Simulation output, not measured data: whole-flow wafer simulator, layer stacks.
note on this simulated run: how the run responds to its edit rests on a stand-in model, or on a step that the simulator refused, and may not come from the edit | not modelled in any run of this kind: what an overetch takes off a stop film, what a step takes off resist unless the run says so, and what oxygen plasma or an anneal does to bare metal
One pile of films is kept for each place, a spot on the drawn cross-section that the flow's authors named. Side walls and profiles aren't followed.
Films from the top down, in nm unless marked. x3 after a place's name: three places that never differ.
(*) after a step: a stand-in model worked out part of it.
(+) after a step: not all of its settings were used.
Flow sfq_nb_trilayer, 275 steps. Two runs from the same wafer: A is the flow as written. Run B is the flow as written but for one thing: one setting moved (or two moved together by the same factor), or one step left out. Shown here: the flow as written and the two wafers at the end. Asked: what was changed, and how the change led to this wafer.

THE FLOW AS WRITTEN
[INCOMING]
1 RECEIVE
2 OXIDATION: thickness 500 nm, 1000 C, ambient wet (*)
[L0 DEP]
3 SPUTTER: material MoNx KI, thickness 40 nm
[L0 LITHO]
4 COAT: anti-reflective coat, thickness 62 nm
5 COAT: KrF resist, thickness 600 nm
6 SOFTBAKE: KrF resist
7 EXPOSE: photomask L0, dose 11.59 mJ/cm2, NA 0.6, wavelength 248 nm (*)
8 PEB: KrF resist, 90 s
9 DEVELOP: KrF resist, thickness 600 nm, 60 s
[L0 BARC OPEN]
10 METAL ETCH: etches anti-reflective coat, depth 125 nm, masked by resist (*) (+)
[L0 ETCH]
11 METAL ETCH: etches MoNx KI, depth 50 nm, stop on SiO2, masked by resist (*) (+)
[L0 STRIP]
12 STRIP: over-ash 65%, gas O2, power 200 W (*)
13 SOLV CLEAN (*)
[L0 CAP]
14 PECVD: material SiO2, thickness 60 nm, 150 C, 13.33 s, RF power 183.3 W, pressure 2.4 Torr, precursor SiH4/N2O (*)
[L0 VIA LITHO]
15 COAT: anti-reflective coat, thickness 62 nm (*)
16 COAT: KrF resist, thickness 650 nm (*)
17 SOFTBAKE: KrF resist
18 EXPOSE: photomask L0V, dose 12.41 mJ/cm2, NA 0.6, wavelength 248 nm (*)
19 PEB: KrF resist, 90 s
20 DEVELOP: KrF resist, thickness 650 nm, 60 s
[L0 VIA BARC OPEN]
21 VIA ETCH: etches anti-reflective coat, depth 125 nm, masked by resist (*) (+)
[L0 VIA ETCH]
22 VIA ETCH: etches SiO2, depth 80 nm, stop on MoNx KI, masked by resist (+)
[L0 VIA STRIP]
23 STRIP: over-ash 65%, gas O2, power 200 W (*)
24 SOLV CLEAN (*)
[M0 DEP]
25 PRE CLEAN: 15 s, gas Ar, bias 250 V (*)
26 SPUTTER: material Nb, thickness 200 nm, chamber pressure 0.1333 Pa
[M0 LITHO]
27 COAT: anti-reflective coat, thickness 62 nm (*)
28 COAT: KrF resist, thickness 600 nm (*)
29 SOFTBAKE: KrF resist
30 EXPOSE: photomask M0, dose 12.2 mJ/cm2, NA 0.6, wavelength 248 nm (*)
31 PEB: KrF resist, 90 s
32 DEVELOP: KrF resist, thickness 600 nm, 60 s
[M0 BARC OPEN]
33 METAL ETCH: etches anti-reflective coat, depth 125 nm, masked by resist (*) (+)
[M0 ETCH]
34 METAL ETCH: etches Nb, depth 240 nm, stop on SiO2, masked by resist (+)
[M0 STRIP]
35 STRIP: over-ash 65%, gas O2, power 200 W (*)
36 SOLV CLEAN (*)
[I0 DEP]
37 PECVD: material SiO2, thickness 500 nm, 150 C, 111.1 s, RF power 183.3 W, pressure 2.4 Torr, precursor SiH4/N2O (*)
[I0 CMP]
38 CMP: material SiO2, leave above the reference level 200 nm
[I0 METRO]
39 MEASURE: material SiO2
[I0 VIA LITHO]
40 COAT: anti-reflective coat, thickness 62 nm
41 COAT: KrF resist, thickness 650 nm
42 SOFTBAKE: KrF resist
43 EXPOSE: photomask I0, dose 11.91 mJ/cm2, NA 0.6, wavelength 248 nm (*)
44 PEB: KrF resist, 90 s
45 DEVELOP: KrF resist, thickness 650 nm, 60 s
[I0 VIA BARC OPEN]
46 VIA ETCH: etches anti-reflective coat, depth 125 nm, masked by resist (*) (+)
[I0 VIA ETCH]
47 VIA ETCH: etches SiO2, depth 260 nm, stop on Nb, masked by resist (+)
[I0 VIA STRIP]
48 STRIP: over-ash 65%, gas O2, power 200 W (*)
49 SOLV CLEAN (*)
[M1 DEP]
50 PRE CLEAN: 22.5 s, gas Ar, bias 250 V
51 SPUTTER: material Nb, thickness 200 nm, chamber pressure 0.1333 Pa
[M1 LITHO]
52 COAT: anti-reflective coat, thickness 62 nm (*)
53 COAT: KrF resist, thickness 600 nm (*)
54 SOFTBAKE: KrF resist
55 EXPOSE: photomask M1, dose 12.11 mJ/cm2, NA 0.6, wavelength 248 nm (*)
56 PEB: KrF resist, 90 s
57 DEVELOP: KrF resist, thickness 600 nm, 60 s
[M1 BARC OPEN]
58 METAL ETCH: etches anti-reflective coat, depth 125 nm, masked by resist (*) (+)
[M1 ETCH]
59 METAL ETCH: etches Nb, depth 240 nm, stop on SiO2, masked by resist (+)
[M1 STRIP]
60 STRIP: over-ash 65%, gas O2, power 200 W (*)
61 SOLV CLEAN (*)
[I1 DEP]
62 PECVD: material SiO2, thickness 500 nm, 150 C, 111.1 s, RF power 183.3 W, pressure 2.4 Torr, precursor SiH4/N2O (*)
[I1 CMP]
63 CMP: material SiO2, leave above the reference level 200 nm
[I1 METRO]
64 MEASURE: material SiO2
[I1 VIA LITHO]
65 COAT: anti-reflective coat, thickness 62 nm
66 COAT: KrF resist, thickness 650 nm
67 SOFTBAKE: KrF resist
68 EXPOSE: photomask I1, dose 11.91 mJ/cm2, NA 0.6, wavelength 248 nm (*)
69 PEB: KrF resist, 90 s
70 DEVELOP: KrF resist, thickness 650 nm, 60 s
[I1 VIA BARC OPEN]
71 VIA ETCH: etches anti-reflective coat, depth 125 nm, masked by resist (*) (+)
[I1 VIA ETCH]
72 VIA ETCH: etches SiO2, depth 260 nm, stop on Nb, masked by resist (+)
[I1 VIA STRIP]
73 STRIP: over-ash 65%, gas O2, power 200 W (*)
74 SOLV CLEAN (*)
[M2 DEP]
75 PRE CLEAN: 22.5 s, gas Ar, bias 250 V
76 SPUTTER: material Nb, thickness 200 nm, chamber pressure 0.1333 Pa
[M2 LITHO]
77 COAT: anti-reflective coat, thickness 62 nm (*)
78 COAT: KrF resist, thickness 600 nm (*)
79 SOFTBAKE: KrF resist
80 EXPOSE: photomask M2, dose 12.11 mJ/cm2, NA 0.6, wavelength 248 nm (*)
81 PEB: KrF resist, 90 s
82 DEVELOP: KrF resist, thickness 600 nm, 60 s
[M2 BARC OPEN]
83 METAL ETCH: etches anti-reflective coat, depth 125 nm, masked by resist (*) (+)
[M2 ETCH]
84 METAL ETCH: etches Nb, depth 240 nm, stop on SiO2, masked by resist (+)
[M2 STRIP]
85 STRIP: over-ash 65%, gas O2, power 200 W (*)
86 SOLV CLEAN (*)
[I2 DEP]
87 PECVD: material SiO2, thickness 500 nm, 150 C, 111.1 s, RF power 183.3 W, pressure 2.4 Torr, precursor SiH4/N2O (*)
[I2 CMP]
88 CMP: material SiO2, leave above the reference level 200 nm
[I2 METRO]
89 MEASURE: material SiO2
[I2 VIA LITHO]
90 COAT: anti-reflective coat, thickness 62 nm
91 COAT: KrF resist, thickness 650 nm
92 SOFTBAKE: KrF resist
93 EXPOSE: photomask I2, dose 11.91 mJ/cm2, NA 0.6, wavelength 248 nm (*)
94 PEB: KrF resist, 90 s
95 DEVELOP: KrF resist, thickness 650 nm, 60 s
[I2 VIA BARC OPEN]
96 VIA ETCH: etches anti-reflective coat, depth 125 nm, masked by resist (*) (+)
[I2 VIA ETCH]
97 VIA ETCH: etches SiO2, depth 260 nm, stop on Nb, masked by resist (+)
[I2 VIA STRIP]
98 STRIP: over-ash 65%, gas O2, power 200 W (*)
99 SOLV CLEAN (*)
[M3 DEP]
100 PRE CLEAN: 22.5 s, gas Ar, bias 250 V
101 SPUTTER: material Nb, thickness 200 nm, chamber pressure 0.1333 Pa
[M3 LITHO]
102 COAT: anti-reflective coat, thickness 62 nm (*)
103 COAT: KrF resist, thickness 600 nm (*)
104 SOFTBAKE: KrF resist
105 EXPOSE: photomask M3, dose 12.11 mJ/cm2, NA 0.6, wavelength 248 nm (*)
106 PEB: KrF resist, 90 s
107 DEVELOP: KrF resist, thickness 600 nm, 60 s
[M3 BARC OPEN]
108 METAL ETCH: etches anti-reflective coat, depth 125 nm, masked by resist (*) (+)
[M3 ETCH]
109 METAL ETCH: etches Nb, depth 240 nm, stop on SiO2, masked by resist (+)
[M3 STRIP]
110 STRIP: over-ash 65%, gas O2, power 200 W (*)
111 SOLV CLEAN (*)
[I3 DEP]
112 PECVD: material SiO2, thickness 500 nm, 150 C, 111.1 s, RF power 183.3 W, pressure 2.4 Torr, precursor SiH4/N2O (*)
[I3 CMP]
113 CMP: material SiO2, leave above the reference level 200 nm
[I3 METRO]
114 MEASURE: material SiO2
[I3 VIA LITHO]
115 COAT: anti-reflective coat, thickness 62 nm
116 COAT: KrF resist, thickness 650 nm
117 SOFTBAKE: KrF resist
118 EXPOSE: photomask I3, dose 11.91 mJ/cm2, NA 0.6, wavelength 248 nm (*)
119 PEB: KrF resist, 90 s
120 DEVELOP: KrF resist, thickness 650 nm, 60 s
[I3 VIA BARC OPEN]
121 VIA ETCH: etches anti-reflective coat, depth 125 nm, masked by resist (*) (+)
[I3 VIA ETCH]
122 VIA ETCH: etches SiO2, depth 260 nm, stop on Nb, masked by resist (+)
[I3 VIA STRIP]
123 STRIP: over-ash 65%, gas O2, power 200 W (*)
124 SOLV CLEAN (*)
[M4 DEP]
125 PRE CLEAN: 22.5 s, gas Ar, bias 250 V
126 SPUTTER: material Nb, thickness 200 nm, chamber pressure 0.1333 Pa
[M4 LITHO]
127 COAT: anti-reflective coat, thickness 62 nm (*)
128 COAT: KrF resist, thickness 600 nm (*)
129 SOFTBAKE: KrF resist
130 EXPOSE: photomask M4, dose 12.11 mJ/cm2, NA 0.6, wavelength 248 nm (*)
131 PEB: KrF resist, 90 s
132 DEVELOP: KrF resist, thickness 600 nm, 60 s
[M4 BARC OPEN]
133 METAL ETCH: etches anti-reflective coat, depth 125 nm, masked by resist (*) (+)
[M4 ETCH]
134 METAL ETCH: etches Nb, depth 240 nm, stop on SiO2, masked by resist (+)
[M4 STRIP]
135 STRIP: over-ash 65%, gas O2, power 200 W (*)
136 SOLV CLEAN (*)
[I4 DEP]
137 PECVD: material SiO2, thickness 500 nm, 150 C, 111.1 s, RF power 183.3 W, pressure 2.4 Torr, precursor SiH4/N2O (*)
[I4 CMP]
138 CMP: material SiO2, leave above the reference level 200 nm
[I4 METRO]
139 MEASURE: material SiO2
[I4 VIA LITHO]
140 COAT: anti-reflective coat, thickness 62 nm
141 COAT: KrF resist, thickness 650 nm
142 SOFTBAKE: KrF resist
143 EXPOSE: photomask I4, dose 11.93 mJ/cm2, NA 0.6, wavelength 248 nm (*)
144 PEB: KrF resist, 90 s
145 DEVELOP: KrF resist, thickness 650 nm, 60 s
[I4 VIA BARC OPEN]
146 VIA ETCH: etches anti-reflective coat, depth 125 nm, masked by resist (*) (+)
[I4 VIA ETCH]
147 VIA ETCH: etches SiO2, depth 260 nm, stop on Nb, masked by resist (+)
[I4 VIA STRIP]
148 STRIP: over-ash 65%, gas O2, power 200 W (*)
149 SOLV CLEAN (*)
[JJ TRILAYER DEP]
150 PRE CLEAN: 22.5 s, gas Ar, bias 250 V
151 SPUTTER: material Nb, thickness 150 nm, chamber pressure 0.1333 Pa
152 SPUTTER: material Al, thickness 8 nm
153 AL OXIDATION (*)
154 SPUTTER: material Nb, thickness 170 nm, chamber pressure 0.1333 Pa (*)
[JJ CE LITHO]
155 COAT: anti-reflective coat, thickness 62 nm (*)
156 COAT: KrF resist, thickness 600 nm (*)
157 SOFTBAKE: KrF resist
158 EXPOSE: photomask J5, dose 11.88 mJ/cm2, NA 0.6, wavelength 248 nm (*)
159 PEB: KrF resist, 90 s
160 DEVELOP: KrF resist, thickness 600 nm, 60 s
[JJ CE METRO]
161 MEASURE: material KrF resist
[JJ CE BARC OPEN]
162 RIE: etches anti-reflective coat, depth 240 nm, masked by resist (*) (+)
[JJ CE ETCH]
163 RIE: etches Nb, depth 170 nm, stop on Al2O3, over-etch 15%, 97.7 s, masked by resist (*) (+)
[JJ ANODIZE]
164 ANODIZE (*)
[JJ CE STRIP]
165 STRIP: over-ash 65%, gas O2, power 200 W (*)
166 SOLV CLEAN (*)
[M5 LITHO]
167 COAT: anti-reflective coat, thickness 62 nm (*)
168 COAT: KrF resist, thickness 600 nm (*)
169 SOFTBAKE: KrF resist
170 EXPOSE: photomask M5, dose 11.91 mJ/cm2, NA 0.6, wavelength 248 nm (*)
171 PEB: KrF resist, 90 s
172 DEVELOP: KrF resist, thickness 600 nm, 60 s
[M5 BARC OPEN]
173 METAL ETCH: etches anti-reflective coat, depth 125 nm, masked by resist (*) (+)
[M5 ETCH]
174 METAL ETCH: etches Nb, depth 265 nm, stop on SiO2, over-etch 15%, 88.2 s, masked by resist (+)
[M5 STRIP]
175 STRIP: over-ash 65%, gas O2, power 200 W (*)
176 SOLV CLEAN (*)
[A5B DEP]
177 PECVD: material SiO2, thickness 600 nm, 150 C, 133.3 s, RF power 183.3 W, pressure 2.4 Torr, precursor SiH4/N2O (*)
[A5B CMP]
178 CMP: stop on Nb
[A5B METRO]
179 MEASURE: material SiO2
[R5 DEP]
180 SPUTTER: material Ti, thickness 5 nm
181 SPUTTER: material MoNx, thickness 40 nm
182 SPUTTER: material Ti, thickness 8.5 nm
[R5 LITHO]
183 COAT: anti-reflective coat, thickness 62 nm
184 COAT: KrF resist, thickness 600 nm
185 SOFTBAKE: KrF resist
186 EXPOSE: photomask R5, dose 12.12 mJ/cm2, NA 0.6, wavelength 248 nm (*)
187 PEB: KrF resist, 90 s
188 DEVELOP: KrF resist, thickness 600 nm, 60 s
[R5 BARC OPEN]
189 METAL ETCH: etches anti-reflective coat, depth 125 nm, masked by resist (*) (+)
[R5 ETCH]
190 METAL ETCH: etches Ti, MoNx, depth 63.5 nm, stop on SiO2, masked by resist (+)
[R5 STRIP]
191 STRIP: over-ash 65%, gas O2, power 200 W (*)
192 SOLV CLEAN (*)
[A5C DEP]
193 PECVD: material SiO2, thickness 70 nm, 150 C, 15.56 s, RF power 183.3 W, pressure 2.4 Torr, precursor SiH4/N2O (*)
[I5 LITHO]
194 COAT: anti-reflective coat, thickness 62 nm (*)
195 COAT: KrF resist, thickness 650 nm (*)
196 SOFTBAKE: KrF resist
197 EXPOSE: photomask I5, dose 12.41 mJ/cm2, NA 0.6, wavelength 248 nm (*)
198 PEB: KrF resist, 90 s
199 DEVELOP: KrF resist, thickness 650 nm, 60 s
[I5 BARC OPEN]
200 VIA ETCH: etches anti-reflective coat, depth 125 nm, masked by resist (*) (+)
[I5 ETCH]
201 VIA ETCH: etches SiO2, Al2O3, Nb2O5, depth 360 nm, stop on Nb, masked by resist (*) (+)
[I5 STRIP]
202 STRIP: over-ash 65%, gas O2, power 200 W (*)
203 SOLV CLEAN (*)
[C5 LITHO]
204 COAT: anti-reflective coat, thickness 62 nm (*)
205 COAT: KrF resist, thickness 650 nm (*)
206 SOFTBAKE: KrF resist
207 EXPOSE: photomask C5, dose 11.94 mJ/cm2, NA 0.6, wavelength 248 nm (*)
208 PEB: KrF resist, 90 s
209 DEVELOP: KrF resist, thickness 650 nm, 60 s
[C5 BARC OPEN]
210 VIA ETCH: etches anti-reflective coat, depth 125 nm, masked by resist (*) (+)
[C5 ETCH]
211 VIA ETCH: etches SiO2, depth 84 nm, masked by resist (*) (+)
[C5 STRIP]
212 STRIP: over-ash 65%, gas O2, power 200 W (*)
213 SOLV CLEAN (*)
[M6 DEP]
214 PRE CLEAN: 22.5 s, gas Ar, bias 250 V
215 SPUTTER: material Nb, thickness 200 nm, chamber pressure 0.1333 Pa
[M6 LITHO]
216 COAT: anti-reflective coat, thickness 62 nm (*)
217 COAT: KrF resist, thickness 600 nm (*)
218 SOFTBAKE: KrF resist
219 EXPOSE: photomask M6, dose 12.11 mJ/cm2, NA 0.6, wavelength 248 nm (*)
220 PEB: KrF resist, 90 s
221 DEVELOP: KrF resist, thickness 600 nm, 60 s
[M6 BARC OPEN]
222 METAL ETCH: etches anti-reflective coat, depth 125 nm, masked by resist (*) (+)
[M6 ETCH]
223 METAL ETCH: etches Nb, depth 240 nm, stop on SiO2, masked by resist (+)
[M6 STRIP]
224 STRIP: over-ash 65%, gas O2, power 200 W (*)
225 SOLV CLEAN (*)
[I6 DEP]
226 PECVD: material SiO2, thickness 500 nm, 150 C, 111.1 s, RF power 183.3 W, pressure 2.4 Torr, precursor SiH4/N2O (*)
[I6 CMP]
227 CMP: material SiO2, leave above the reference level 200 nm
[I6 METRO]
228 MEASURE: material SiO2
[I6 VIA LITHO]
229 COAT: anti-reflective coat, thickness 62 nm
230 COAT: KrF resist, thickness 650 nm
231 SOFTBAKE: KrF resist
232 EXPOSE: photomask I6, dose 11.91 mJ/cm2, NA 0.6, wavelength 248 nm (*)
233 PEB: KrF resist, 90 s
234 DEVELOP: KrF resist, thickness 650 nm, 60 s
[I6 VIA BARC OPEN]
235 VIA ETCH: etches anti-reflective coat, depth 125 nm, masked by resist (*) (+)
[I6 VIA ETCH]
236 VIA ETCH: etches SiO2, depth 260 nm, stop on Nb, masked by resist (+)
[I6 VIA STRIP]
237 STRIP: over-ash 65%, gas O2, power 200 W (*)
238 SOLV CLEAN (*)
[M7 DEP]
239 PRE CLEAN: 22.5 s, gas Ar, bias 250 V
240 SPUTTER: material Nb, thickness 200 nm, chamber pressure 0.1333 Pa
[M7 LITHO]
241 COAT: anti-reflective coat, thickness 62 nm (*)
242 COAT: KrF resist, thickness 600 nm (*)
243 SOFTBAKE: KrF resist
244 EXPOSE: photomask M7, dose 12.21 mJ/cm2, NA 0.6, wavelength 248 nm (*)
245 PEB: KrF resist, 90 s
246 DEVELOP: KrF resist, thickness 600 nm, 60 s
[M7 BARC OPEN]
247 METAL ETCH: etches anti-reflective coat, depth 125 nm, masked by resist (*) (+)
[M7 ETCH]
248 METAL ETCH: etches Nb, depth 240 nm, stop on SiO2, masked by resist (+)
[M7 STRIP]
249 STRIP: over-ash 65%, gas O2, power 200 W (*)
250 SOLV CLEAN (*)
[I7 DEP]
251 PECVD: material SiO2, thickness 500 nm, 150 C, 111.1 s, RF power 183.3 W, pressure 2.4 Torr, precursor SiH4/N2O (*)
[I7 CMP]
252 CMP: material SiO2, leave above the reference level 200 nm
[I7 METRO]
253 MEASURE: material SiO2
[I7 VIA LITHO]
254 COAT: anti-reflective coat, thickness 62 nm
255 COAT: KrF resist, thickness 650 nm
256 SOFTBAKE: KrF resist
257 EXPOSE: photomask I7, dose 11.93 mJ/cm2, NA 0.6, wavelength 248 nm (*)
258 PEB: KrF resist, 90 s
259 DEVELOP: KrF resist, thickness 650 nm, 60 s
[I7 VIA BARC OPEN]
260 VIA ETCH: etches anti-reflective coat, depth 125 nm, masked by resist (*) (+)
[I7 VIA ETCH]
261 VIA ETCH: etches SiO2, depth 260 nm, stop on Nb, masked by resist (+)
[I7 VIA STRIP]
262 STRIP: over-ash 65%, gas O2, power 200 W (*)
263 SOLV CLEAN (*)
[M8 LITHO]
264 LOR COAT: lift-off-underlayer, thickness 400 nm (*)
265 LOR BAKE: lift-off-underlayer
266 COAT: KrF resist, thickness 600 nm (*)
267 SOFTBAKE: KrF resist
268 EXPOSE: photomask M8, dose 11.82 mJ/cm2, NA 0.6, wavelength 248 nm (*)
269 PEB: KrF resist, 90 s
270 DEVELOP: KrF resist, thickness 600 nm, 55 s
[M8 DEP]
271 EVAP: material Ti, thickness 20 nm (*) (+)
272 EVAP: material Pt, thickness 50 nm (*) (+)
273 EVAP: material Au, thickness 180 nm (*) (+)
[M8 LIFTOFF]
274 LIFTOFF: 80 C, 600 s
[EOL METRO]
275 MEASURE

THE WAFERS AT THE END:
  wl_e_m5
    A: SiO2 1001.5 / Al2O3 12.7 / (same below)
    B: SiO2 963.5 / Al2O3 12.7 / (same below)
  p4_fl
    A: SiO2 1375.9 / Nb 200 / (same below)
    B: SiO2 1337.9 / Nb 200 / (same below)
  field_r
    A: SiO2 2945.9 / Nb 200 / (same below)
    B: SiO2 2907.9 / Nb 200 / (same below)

The cause: step 215, SPUTTER: thickness 162 nm was run, where the flow has thickness 200 nm.

How the change led to this, step by step:
  215 SPUTTER: material Nb, thickness 200 nm, chamber pressure 0.1333 Pa
      field_l, v_sur, via_wl and 100 more: A Nb +200 (new film) | B Nb +162 (new film)
      be: A Nb +147.3 | B Nb +119.6
      (and at 2 more places)
  216 COAT: anti-reflective coat, thickness 62 nm (*)
      be: A anti-reflective coat +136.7 (new film) | B anti-reflective coat +133.4 (new film)
  223 METAL ETCH: etches Nb, depth 240 nm, stop on SiO2, masked by resist (+)
      field_l, gap, moat and 76 more: A Nb -200 (all of it) | B Nb -162 (all of it)
  224 STRIP: over-ash 65%, gas O2, power 200 W (*)
      be: A KrF resist -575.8 (all of it), anti-reflective coat -136.7 (all of it) | B KrF resist -574.7 (all of it), anti-reflective coat -133.4 (all of it)
  226 PECVD: material SiO2, thickness 500 nm, 150 C, 111.1 s, RF power 183.3 W, pressure 2.4 Torr, precursor SiH4/N2O (*)
      gap, wl_a_sl, m6r_space_l x2: A SiO2 +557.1 | B SiO2 +519.1
      be: A SiO2 +693.5 (new film) | B SiO2 +679.2 (new film)
  227 CMP: material SiO2, leave above the reference level 200 nm
      field_l, p4_fl, p4_fm and 59 more: A SiO2 -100 | B SiO2 -138
      moat, field_r, lsp_l, ln_m5, lsp_m: A SiO2 -93.6 | B SiO2 -132.8
      (and at 9 more places)
